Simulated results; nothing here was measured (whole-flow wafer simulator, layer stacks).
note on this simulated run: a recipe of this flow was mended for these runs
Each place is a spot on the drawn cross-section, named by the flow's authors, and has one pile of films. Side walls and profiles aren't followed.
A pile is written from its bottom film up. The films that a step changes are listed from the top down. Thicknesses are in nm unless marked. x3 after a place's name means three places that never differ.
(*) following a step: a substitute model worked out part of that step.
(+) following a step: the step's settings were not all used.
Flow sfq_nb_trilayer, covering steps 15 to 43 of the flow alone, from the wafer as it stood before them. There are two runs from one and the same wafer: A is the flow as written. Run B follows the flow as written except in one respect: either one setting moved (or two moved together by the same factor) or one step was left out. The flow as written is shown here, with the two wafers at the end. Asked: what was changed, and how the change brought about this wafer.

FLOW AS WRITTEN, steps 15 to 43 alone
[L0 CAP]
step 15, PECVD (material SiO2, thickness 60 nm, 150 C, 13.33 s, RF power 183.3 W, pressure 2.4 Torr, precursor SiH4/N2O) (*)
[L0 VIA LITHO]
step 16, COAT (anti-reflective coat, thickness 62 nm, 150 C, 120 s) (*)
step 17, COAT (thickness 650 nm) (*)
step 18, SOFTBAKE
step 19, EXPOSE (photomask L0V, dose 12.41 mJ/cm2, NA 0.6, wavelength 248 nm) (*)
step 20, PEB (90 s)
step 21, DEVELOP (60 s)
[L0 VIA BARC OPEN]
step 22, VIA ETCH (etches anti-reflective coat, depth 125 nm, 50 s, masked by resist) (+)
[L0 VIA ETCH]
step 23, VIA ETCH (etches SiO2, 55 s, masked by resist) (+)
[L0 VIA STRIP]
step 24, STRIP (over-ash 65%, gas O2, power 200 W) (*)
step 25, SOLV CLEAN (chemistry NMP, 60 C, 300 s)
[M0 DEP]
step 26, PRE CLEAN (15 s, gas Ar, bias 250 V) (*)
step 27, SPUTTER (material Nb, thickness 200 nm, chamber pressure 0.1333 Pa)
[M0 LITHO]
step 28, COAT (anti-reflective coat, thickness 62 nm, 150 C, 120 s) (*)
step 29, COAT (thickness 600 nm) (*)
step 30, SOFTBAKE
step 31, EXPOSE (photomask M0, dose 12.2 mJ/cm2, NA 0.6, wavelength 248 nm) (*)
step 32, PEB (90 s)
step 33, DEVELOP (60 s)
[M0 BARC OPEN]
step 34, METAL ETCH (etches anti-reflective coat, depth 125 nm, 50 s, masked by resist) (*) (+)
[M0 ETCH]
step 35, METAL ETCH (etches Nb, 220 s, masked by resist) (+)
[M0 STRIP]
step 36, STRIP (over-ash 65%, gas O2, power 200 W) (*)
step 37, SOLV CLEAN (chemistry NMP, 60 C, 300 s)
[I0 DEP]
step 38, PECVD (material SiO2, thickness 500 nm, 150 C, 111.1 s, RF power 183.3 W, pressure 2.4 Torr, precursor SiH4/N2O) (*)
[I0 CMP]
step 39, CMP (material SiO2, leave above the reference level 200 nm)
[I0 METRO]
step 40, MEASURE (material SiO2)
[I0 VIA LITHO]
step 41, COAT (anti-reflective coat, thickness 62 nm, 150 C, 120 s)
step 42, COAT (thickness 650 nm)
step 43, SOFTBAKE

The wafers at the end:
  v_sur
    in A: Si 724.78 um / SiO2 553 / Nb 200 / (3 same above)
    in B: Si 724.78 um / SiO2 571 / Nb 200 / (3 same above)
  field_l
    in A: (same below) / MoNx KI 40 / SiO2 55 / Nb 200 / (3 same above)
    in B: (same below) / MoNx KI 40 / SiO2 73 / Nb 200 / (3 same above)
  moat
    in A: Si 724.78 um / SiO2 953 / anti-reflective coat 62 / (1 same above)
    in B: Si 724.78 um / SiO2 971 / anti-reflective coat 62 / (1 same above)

What caused this: step 15, PECVD: thickness 78 nm was run, though the flow has thickness 60 nm; step 15, PECVD: 17.33 s was run, where the flow has 13.33 s.

The path from the change to this, step by step:
  step 15, PECVD (material SiO2, thickness 60 nm, 150 C, 13.33 s, RF power 183.3 W, pressure 2.4 Torr, precursor SiH4/N2O) (*)
      v_sur, via_wl, via_w and 97 more: A +60 SiO2 | B +78 SiO2
      field_l, l0_sur, l0v, l0r_line_l, l0r_line_c, l0r_line_r: A +60 SiO2 (new film) | B +78 SiO2 (new film)
  step 23, VIA ETCH (etches SiO2, 55 s, masked by resist) (+)
      l0v: A -59.7 SiO2 (all of it), -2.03 MoNx KI | B -77.7 SiO2 (all of it), -0.23 MoNx KI
  step 28, COAT (anti-reflective coat, thickness 62 nm, 150 C, 120 s) (*)
      ln_m6: A +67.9 anti-reflective coat (new film) | B +69.6 anti-reflective coat (new film)
      l0_sur: A +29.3 anti-reflective coat (new film) | B +24.3 anti-reflective coat (new film)
      (also at 1 further place)
  step 36, STRIP (over-ash 65%, gas O2, power 200 W) (*)
      ln_m6: A -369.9 KrF-resist-other-grade (all of it), -67.9 anti-reflective coat (all of it) | B -368.1 KrF-resist-other-grade (all of it), -69.6 anti-reflective coat (all of it)
      l0_sur: A -370 KrF-resist-other-grade (all of it), -29.3 anti-reflective coat (all of it) | B -371.9 KrF-resist-other-grade (all of it), -24.3 anti-reflective coat (all of it)
      (also at 1 further place)
  step 39, CMP (material SiO2, leave above the reference level 200 nm)
      l0v: A -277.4 SiO2 | B -258.4 SiO2
